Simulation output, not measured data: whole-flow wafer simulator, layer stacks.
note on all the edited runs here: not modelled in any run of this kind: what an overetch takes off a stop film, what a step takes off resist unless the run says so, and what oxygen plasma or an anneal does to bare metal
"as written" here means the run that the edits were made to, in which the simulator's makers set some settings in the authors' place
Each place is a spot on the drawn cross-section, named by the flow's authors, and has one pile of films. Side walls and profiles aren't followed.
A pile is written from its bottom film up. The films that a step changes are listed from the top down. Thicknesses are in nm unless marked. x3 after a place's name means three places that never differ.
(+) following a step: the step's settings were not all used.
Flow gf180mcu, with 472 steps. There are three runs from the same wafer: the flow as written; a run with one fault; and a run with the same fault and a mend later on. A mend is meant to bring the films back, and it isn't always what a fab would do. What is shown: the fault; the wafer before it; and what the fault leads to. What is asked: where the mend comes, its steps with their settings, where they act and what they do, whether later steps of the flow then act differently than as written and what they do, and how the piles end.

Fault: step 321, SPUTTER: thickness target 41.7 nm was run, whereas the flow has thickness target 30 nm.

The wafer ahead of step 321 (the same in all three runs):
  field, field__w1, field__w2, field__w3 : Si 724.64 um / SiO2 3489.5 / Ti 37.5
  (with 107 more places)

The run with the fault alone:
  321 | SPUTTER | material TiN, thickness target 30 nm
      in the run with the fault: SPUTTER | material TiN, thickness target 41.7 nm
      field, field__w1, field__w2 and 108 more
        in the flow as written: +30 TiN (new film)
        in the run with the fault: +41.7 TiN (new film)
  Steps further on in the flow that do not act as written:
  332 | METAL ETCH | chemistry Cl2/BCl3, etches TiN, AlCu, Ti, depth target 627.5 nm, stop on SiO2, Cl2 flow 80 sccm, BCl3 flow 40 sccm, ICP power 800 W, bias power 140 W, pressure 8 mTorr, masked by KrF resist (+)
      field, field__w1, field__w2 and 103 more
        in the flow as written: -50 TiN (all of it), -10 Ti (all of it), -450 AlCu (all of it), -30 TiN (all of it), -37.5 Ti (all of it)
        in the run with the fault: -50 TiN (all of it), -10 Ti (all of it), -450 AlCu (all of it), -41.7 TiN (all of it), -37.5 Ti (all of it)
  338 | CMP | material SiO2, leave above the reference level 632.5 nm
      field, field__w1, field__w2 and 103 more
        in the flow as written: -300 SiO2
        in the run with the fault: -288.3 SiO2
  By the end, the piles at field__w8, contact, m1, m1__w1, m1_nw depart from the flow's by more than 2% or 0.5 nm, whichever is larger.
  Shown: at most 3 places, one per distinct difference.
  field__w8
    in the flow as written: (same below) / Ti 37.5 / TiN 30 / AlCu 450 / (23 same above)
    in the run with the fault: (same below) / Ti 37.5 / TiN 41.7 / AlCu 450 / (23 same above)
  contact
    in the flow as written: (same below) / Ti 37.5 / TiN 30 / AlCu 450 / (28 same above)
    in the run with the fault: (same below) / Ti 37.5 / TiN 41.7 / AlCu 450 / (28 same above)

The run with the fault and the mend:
  The mend stands after step 321.
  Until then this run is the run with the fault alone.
  321a | METAL ETCH | chemistry Cl2/BCl3, etches TiN, AlCu, Ti, depth target 11.7 nm, Cl2 flow 80 sccm, BCl3 flow 40 sccm, ICP power 800 W, bias power 140 W, pressure 8 mTorr (the flow's step 260, run once more with other settings)
      field, field__w1, field__w2 and 108 more
        -11.7 TiN
  Every later step of the flow that is run acts as written at every place that is followed.
  By the end, the piles equal the flow's at every place that both follow.
